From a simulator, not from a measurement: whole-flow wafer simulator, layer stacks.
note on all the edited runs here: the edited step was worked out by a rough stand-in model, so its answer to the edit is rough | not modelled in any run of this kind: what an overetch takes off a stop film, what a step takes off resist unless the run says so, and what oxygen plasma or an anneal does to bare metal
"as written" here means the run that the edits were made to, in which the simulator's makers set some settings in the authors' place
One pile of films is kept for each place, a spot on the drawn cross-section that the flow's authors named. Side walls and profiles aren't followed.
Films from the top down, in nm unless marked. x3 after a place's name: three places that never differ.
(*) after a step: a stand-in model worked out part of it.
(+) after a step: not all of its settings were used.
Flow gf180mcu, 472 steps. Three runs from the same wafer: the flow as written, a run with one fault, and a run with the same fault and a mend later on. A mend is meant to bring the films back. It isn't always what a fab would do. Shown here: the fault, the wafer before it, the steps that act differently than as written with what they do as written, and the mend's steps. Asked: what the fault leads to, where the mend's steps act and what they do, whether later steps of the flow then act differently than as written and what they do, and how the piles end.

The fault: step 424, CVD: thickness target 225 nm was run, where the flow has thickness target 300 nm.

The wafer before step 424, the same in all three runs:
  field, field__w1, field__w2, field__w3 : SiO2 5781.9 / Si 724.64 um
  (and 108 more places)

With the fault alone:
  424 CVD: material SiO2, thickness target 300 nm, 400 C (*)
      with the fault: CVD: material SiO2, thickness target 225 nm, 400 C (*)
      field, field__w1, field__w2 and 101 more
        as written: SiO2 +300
        with the fault: SiO2 +225
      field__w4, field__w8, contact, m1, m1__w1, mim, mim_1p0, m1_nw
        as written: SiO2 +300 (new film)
        with the fault: SiO2 +225 (new film)
  Later steps of the flow that act differently than as written (3 more steps differ only slightly, by at most 2% or 0.5 nm, whichever is larger, and aren't shown):
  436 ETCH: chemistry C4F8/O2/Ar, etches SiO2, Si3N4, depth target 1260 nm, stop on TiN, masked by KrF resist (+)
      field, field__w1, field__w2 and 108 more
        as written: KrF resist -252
        with the fault: KrF resist -238.9
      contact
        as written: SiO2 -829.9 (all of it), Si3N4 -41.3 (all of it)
        with the fault: SiO2 -754.9 (all of it), Si3N4 -41.3 (all of it)
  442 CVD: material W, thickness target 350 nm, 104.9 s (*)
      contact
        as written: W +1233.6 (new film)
        with the fault: W +1158 (new film)
  At the end the piles differ from the flow's by more than 2% or 0.5 nm, whichever is larger, at field__w4, field__w8, contact, m1, m1__w1, mim, mim_1p0, m1_nw.
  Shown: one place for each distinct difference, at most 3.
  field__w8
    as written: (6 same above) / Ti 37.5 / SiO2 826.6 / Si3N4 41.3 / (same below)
    with the fault: (6 same above) / Ti 37.5 / SiO2 751.6 / Si3N4 41.3 / (same below)
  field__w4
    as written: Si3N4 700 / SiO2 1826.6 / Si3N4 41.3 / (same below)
    with the fault: Si3N4 700 / SiO2 1751.6 / Si3N4 41.3 / (same below)
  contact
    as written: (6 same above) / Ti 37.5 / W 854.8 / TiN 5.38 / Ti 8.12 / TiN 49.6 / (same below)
    with the fault: (6 same above) / Ti 37.5 / W 779.2 / TiN 5.62 / Ti 8.48 / TiN 49.6 / (same below)

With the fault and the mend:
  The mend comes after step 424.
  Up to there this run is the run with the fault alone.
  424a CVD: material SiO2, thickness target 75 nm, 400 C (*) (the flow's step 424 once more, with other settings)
      field, field__w1, field__w2 and 109 more
        SiO2 +75
  No later step of the flow acts differently than as written at any place that is followed.
  At the end the piles are the same as the flow's at every place that both follow.
